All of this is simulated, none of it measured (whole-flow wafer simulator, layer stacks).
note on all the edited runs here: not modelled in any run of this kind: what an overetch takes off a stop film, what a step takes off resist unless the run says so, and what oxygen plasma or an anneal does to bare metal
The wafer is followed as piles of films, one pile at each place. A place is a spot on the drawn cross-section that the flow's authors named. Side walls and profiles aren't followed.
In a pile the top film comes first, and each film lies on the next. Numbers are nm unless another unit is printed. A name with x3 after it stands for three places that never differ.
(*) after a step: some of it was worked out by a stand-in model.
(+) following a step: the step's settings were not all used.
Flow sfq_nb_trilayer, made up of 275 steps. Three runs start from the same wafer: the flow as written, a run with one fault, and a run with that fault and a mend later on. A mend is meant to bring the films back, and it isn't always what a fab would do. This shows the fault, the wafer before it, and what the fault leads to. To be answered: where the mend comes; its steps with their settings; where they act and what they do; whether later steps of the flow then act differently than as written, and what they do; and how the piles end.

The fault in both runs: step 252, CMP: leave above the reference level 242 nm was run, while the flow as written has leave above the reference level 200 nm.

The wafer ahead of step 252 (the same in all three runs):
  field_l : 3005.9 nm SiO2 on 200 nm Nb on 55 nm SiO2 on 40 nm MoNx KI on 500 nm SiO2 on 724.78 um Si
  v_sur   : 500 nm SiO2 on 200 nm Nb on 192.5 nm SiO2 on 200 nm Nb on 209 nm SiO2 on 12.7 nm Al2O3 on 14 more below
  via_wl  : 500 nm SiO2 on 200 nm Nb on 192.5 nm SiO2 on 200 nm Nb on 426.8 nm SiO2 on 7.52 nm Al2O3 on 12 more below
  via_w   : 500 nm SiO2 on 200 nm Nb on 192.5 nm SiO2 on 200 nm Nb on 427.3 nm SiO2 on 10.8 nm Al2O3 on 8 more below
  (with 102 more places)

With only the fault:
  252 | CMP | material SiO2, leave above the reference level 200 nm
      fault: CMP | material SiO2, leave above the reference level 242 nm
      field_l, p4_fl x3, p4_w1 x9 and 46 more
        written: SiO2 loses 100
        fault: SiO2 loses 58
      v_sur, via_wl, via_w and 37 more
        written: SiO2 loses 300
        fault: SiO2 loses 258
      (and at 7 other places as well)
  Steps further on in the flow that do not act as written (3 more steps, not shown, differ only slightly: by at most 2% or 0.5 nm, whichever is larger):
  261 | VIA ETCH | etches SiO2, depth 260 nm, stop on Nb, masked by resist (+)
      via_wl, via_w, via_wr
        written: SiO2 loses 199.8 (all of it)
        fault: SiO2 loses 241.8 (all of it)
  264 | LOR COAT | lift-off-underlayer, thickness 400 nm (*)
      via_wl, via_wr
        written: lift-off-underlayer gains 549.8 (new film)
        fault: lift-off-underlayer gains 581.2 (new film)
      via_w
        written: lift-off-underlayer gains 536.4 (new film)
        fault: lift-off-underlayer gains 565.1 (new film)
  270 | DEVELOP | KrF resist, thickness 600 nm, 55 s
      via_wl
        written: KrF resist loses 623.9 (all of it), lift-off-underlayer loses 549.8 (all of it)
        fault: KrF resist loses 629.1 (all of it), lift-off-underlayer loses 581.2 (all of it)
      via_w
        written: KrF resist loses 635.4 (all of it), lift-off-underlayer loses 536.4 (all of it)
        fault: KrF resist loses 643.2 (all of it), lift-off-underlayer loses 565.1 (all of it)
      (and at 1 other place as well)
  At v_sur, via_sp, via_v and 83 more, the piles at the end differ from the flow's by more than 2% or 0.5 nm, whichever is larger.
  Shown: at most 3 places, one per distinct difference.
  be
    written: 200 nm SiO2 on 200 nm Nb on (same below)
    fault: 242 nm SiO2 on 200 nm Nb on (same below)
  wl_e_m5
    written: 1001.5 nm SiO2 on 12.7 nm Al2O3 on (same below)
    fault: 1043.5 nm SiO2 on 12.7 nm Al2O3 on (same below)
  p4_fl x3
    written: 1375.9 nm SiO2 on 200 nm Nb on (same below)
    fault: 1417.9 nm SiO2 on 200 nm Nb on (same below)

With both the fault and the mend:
  The mend follows step 253.
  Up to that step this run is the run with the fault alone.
  253a | CMP | material SiO2, leave above the reference level 200 nm (a further turn of the flow's step 252)
      field_l, v_sur, via_wl and 103 more
        SiO2 loses 42
  None of the later steps of the flow acts differently than as written at any place that is followed.
  The piles end the same as the flow's at every place that both follow.
